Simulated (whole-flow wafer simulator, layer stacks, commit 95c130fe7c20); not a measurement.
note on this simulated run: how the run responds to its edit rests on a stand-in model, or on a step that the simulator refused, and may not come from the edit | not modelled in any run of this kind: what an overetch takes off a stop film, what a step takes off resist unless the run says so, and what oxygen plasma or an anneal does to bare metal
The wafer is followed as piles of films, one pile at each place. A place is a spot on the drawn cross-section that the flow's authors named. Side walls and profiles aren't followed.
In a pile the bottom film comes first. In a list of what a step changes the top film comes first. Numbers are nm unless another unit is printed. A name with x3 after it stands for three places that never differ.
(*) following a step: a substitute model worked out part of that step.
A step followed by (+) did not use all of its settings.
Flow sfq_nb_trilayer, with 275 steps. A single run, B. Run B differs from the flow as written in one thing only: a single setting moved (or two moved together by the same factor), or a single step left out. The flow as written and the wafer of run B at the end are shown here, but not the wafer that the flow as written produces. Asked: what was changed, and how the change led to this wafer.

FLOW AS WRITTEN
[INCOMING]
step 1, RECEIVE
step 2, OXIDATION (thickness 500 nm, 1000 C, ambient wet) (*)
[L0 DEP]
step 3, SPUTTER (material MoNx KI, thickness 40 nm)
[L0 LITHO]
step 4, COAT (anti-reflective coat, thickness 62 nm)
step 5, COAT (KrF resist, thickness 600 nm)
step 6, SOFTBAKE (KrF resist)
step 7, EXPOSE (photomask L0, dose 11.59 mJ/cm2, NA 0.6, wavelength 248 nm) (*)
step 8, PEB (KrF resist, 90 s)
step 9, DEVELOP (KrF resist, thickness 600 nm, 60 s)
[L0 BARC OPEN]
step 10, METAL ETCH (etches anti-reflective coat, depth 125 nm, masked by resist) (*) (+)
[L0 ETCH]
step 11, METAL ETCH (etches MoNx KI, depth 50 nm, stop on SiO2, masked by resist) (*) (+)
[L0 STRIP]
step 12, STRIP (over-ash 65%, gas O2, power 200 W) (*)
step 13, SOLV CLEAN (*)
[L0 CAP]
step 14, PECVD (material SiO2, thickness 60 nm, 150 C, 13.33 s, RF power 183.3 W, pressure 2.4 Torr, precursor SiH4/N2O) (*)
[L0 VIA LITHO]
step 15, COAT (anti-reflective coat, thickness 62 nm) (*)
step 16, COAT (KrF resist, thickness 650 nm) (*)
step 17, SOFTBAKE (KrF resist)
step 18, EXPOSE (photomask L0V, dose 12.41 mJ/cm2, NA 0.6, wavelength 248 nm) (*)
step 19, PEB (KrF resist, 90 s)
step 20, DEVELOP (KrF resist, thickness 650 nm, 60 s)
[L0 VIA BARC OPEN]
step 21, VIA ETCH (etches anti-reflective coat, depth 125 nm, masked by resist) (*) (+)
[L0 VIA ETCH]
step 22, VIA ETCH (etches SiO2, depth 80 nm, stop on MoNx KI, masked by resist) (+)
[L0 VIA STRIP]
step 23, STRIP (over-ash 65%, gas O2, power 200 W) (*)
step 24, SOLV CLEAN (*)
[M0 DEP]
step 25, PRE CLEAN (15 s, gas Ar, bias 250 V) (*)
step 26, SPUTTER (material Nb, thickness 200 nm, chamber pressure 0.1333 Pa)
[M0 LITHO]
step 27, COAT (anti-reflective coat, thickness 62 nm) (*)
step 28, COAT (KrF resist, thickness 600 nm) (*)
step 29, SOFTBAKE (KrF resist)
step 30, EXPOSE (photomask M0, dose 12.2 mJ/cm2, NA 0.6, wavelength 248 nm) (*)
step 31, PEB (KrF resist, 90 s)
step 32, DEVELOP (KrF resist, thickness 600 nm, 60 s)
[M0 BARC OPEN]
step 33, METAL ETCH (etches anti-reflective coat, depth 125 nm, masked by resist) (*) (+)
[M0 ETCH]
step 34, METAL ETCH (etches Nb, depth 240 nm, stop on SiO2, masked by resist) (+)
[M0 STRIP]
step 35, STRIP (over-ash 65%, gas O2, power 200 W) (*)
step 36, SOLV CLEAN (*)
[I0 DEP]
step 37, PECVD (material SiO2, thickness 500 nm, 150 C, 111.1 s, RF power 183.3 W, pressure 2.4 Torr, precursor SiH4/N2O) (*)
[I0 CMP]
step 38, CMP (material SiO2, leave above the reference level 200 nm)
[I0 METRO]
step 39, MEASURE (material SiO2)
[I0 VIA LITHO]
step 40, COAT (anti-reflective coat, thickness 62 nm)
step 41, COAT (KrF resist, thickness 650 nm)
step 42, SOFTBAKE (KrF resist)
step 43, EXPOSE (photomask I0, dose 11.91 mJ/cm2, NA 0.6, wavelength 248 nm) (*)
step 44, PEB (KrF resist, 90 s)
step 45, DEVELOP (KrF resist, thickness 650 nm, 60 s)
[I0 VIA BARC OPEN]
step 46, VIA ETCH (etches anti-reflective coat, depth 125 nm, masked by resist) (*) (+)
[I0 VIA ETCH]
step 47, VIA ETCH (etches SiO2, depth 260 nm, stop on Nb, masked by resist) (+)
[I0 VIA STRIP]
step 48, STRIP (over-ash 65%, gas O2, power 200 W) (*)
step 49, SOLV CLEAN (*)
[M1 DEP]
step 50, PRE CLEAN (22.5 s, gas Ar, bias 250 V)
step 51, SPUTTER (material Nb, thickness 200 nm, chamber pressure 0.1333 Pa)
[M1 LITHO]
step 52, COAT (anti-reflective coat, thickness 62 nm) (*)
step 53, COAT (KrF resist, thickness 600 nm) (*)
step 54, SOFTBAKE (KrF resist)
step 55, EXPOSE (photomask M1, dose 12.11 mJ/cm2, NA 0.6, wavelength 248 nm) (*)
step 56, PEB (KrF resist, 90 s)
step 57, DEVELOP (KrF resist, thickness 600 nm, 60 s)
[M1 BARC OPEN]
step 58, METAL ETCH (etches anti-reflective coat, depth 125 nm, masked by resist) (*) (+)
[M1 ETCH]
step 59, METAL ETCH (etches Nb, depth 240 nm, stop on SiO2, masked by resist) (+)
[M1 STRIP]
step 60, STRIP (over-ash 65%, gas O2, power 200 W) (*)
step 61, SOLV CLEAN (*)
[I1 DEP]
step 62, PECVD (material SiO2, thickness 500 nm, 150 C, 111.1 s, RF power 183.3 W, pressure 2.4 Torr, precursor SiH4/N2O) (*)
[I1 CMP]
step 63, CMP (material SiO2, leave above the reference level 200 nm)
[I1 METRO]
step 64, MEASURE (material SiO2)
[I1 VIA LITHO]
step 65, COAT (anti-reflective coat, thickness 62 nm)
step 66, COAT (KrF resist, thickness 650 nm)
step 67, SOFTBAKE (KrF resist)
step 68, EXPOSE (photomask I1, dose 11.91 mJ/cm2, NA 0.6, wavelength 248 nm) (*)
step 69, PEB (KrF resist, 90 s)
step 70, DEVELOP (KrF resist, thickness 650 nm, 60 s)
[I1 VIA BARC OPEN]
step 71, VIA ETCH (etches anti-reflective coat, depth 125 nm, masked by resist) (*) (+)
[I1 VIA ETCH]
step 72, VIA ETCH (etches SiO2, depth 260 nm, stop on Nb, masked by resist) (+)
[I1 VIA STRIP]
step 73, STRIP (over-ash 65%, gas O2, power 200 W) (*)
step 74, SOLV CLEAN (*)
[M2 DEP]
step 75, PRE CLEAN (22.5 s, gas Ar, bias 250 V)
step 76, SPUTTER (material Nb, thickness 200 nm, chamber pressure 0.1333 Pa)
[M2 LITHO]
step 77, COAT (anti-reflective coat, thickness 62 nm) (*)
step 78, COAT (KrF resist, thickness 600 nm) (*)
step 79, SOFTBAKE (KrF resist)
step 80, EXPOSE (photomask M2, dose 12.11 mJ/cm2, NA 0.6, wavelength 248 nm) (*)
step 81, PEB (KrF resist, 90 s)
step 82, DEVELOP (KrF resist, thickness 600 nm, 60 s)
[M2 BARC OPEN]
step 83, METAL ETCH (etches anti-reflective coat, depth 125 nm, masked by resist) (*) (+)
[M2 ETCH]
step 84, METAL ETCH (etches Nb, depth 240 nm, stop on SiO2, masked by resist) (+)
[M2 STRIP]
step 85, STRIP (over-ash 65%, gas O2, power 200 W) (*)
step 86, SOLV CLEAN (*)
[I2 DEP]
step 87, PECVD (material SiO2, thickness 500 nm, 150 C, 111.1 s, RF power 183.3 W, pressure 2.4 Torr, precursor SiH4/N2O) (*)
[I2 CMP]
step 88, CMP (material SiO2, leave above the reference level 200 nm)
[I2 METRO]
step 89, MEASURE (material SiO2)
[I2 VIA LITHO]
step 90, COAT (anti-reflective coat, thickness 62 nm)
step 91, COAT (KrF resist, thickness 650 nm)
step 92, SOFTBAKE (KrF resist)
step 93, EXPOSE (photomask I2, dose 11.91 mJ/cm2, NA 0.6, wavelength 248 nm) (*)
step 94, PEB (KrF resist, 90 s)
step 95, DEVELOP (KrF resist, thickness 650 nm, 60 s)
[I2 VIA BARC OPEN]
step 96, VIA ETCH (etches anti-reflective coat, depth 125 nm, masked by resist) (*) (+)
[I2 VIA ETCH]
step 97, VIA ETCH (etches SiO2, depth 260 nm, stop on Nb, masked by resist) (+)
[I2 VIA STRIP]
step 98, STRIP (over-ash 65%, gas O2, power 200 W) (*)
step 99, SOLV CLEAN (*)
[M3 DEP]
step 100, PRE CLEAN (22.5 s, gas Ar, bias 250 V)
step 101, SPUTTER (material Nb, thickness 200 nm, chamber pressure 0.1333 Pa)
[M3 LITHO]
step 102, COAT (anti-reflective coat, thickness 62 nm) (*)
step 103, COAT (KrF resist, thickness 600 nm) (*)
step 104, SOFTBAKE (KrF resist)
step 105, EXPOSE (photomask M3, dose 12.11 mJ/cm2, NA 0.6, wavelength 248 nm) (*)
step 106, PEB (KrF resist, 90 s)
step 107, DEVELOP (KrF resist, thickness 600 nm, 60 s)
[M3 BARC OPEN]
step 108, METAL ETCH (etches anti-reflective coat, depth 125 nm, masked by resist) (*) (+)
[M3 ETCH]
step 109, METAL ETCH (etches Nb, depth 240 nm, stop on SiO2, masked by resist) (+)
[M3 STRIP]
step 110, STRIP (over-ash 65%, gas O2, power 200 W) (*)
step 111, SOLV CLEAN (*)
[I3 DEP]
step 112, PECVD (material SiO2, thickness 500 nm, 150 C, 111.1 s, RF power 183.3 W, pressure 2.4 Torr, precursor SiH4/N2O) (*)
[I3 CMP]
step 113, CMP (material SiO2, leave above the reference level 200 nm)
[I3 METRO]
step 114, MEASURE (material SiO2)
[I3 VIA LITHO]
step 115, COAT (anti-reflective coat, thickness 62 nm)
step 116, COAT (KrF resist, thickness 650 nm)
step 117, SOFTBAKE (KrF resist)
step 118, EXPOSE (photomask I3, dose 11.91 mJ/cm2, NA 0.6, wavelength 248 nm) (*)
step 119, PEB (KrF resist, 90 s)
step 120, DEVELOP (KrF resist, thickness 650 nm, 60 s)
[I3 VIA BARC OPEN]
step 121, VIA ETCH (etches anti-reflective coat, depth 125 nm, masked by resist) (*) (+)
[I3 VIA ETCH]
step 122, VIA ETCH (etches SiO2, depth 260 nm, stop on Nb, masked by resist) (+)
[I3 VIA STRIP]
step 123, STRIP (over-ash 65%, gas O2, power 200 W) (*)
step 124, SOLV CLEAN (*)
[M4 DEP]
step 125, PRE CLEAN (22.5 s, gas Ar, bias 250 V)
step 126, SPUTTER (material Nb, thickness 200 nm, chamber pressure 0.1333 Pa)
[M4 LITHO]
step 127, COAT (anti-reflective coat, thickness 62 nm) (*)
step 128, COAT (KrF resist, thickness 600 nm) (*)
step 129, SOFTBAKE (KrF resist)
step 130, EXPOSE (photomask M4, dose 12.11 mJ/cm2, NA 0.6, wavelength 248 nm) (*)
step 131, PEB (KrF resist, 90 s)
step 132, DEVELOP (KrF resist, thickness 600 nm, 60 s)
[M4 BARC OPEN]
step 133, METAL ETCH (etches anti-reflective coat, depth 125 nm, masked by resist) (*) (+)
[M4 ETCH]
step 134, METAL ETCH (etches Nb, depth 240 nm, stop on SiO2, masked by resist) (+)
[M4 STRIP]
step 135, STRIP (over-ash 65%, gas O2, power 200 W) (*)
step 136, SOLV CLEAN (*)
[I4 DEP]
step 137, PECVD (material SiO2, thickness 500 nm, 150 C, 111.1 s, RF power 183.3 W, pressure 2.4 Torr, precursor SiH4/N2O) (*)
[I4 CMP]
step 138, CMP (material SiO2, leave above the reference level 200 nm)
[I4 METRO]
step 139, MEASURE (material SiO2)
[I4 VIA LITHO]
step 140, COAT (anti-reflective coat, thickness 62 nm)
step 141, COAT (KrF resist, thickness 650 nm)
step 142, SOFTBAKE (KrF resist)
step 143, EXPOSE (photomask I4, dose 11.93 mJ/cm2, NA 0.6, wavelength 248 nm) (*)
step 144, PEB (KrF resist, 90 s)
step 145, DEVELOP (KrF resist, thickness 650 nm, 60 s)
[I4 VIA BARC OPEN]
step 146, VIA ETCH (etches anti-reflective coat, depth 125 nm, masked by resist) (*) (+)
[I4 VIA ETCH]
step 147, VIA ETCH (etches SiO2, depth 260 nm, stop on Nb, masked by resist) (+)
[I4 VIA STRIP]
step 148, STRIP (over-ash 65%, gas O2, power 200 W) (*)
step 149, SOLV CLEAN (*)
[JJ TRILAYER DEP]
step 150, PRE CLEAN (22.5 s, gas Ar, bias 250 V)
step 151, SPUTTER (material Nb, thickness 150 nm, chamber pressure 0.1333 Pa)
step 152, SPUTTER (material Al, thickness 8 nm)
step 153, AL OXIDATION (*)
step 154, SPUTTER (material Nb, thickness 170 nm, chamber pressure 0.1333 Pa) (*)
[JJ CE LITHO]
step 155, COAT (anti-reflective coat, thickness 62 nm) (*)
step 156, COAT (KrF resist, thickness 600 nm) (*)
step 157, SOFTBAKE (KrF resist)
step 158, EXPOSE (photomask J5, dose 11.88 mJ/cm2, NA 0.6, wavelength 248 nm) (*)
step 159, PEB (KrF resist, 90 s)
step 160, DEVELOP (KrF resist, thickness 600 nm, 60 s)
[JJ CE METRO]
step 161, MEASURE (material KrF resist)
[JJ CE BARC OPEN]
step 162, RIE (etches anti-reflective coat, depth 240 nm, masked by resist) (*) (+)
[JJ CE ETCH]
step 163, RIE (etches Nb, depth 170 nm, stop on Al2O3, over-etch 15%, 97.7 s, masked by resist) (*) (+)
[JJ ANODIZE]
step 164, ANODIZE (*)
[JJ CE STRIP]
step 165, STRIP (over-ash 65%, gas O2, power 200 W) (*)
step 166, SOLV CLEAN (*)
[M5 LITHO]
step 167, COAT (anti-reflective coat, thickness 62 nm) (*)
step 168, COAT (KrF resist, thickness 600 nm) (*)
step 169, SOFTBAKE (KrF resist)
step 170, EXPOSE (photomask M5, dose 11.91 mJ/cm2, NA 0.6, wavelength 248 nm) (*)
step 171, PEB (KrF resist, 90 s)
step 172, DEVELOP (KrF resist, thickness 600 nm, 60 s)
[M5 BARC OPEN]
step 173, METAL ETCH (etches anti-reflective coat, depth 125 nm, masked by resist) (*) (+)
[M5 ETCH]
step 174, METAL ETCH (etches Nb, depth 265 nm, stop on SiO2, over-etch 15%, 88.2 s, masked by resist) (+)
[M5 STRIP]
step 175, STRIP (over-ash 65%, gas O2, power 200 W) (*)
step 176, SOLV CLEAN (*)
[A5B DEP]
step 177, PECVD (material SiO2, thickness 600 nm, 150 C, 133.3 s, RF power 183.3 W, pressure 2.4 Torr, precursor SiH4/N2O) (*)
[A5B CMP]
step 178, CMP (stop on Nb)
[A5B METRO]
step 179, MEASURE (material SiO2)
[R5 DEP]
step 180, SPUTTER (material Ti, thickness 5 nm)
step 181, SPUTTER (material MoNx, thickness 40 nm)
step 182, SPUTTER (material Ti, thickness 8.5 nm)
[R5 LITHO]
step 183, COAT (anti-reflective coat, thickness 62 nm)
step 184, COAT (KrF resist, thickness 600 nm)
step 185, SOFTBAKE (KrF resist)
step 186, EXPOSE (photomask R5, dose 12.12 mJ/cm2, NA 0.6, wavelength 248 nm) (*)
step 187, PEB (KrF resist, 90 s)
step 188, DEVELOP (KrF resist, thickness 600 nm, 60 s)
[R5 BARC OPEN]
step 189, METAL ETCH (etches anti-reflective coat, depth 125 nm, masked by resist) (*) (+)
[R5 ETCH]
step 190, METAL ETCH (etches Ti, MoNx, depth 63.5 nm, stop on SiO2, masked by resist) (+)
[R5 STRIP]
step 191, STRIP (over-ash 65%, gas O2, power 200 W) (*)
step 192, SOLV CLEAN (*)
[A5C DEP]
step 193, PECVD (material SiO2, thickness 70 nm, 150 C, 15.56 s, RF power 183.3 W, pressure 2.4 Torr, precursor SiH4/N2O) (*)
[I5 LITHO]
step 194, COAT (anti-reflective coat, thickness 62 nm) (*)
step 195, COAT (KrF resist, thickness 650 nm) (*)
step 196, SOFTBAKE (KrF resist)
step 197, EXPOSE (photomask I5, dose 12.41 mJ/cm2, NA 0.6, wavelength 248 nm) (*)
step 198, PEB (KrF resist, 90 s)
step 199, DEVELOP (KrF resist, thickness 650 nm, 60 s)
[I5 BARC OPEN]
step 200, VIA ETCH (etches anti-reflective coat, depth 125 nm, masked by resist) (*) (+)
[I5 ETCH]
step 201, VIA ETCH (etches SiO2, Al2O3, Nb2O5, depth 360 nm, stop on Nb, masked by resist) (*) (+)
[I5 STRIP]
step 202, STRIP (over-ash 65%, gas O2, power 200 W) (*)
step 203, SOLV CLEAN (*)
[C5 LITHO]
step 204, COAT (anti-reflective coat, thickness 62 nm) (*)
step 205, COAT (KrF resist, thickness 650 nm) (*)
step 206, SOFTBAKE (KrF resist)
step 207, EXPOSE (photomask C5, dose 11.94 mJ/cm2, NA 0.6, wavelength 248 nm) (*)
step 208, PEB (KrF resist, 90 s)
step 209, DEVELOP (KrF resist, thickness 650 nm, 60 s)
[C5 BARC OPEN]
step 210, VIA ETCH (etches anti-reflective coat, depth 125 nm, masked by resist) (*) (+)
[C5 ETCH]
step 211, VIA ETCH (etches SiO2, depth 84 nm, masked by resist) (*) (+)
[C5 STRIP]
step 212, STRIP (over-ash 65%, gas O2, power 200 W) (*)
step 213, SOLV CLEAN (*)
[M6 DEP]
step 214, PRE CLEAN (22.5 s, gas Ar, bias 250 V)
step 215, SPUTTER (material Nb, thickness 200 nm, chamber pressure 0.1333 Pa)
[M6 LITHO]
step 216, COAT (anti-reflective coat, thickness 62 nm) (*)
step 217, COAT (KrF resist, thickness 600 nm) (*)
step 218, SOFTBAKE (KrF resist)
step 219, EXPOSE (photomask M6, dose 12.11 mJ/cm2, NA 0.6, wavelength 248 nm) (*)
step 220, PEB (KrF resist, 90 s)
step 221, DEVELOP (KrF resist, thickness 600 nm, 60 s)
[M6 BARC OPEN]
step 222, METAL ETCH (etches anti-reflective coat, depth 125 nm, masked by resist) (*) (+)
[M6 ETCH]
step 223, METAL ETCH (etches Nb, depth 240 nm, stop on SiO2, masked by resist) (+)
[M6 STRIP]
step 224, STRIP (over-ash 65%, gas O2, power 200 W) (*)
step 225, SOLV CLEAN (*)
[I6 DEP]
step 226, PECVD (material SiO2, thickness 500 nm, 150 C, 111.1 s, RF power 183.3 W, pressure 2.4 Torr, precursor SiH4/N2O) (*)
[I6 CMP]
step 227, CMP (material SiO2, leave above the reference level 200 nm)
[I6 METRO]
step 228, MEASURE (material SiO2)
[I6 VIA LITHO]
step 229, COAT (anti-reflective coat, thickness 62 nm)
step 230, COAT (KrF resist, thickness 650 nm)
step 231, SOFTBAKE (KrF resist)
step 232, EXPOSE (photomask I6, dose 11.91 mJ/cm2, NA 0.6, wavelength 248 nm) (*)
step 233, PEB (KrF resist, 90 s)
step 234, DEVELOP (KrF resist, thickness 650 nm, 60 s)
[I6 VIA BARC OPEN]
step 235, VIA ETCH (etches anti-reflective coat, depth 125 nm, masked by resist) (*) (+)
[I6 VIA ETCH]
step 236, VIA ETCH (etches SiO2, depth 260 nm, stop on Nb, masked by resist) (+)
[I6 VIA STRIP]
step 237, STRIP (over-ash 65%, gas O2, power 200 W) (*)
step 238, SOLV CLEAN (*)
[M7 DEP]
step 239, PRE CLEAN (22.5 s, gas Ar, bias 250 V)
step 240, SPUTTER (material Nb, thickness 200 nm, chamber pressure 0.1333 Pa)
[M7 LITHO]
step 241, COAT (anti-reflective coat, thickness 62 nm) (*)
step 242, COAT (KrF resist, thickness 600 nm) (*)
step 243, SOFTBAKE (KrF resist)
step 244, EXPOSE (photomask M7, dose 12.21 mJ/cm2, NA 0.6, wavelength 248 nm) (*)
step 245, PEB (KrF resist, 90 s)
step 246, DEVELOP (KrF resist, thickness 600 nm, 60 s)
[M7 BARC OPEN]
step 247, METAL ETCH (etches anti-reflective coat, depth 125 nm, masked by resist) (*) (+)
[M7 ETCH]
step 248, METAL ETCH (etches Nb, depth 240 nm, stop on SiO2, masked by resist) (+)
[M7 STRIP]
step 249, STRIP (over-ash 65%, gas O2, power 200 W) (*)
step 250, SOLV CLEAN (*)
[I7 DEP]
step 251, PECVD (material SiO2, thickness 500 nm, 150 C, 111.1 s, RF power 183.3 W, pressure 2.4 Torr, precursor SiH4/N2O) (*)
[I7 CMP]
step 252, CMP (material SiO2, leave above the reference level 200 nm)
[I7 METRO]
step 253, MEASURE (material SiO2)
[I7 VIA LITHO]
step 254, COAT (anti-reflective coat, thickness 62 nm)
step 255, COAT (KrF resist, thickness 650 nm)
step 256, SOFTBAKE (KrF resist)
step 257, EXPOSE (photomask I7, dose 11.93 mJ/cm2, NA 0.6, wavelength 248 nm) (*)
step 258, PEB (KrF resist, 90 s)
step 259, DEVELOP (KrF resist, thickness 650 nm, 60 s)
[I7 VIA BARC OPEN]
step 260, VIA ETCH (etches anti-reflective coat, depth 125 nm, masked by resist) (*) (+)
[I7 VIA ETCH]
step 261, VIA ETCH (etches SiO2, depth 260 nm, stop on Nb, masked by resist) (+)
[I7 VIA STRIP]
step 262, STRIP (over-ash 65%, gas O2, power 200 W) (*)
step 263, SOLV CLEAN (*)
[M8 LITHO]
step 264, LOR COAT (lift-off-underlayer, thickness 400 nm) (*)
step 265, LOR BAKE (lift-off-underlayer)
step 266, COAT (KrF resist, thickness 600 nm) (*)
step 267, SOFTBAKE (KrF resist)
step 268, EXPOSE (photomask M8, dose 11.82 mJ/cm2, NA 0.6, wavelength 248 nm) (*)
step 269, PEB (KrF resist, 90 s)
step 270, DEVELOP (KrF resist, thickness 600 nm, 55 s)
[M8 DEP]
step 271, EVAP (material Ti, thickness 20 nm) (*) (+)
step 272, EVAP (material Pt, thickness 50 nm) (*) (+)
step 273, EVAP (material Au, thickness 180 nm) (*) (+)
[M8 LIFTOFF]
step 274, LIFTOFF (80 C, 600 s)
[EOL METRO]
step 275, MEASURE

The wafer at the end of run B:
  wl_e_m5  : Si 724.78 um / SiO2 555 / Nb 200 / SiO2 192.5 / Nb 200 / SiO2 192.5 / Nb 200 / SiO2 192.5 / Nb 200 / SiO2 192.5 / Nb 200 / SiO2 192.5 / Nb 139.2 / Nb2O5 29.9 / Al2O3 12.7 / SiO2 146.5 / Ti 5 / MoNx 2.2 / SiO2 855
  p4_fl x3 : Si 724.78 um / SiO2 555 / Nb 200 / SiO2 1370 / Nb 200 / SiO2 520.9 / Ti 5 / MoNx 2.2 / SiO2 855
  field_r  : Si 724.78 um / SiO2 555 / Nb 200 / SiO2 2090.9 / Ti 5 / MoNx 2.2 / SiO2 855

Cause: step 181, SPUTTER: thickness 57.2 nm was run, though the flow has thickness 40 nm.

Step by step, how the change led to this:
  step 181, SPUTTER (material MoNx, thickness 40 nm)
      field_l, v_sur, via_wl and 103 more: +57.2 MoNx (new film) (it would be, as written: +40 MoNx (new film))
  step 190, METAL ETCH (etches Ti, MoNx, depth 63.5 nm, stop on SiO2, masked by resist) (+)
      field_l, v_sur, via_wl and 92 more: -8.5 Ti (all of it), -55 MoNx (it would be, as written: -8.5 Ti (all of it), -40 MoNx (all of it), -5 Ti (all of it))
      ce_l, c5j, ce_r, wl_jj: -8.5 Ti (all of it), -55 MoNx (it would be, as written: -8.5 Ti (all of it), -40 MoNx (all of it), -5 Ti (all of it), -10 Nb)
  step 193, PECVD (material SiO2, thickness 70 nm, 150 C, 15.56 s, RF power 183.3 W, pressure 2.4 Torr, precursor SiH4/N2O) (*)
      field_l, v_sur, via_wl and 92 more: +70 SiO2 (new film) (it would be, as written: +70 SiO2)
  step 194, COAT (anti-reflective coat, thickness 62 nm) (*)
      wl_j_sl, wl_j_sr: +62 anti-reflective coat (new film) (it would be, as written: +60.2 anti-reflective coat (new film))
      r5r_spacepad_l, r5r_spacepad_r: +88.7 anti-reflective coat (new film) (it would be, as written: +84.4 anti-reflective coat (new film))
      (also at 12 further places)
  step 201, VIA ETCH (etches SiO2, Al2O3, Nb2O5, depth 360 nm, stop on Nb, masked by resist) (*) (+)
      be: -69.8 SiO2 (all of it), -2.2 MoNx (all of it), -5 Ti (all of it), -146.5 SiO2 (all of it), -12.7 Al2O3 (all of it), -29.9 Nb2O5 (all of it) (it would be, as written: -216.4 SiO2 (all of it), -12.7 Al2O3 (all of it), -29.9 Nb2O5 (all of it))
  step 202, STRIP (over-ash 65%, gas O2, power 200 W) (*)
      wl_j_sl, wl_j_sr: -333 KrF resist (all of it), -62 anti-reflective coat (all of it) (it would be, as written: -333.3 KrF resist (all of it), -60.2 anti-reflective coat (all of it))
      r5r_spacepad_l, r5r_spacepad_r: -336 KrF resist (all of it), -88.7 anti-reflective coat (all of it) (it would be, as written: -335.6 KrF resist (all of it), -84.4 anti-reflective coat (all of it))
      (also at 12 further places)
  step 204, COAT (anti-reflective coat, thickness 62 nm) (*)
      wl_j_sl, wl_j_sr: +62 anti-reflective coat (new film) (it would be, as written: +60.2 anti-reflective coat (new film))
      r5r_spacepad_l, r5r_spacepad_r: +88.7 anti-reflective coat (new film) (it would be, as written: +84.4 anti-reflective coat (new film))
      (also at 12 further places)
  step 210, VIA ETCH (etches anti-reflective coat, depth 125 nm, masked by resist) (*) (+)
      c5j: -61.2 anti-reflective coat (all of it), -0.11 SiO2 (it would be, as written: -63.9 anti-reflective coat (all of it), -0.11 SiO2)
  step 211, VIA ETCH (etches SiO2, depth 84 nm, masked by resist) (*) (+)
      c5j: -69.9 SiO2 (all of it) (it would be, as written: -69.9 SiO2 (all of it), -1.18 Nb)
  step 212, STRIP (over-ash 65%, gas O2, power 200 W) (*)
      wl_j_sl, wl_j_sr: -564 KrF resist (all of it), -62 anti-reflective coat (all of it) (it would be, as written: -563.4 KrF resist (all of it), -60.2 anti-reflective coat (all of it))
      r5r_spacepad_l, r5r_spacepad_r: -566.9 KrF resist (all of it), -88.7 anti-reflective coat (all of it) (it would be, as written: -565.8 KrF resist (all of it), -84.4 anti-reflective coat (all of it))
      (also at 11 further places)
  step 214, PRE CLEAN (22.5 s, gas Ar, bias 250 V)
      c5j: -2.2 MoNx (all of it), -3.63 Ti (it would be, as written: -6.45 Nb)
  step 215, SPUTTER (material Nb, thickness 200 nm, chamber pressure 0.1333 Pa)
      c5j: +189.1 Nb (new film) (it would be, as written: +188.4 Nb)
  step 216, COAT (anti-reflective coat, thickness 62 nm) (*)
      r5r_line_l, r5r_line_c, r5r_line_r: +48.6 anti-reflective coat (new film) (it would be, as written: +50 anti-reflective coat (new film))
      wl_j_sl, wl_j_sr: +62 anti-reflective coat (new film) (it would be, as written: +60.2 anti-reflective coat (new film))
      (also at 12 further places)
  step 222, METAL ETCH (etches anti-reflective coat, depth 125 nm, masked by resist) (*) (+)
      r5r_line_l, r5r_line_c, r5r_line_r: -48.6 anti-reflective coat (all of it) (it would be, as written: -50 anti-reflective coat (all of it))
      r5r_spacepad_l, r5r_spacepad_r: -90.7 anti-reflective coat (all of it) (it would be, as written: -85.7 anti-reflective coat (all of it))
      (also at 1 further place)
  step 224, STRIP (over-ash 65%, gas O2, power 200 W) (*)
      wl_j_sl, wl_j_sr: -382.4 KrF resist (all of it), -62 anti-reflective coat (all of it) (it would be, as written: -382.5 KrF resist (all of it), -60.2 anti-reflective coat (all of it))
      jj_sur: -378.3 KrF resist (all of it), -59 anti-reflective coat (all of it) (it would be, as written: -378.5 KrF resist (all of it), -56.1 anti-reflective coat (all of it))
      (also at 8 further places)
  step 227, CMP (material SiO2, leave above the reference level 200 nm)
      r5r_line_l, r5r_spacepad_l, r5r_spacepad_r, r5r_line_c, r5r_line_r: -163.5 SiO2 (it would be, as written: -153.5 SiO2)
      ce_l, ce_r, wl_jj: -300 SiO2 (it would be, as written: -290 SiO2)
      (also at 5 further places)
If metal films that touch count as one body, wl_e_m5 has 7 bodies (between them, from the top down: SiO2 146.5 / Al2O3 12.7 / Nb2O5 29.9; SiO2 192.5; SiO2 192.5; SiO2 192.5; SiO2 192.5; SiO2 192.5); the flow as written gives 6 bodies (between them, from the top down: SiO2 192.5; SiO2 192.5; SiO2 192.5; SiO2 192.5; SiO2 192.5).
If metal films that touch count as one body, p4_fl x3 has 3 bodies (between them, from the top down: SiO2 520.9; SiO2 1370); the flow as written gives 2 bodies (between them, from the top down: SiO2 1370).
If metal films that touch count as one body, field_r has 2 bodies (between them, from the top down: SiO2 2090.9); the flow as written gives 1 body.
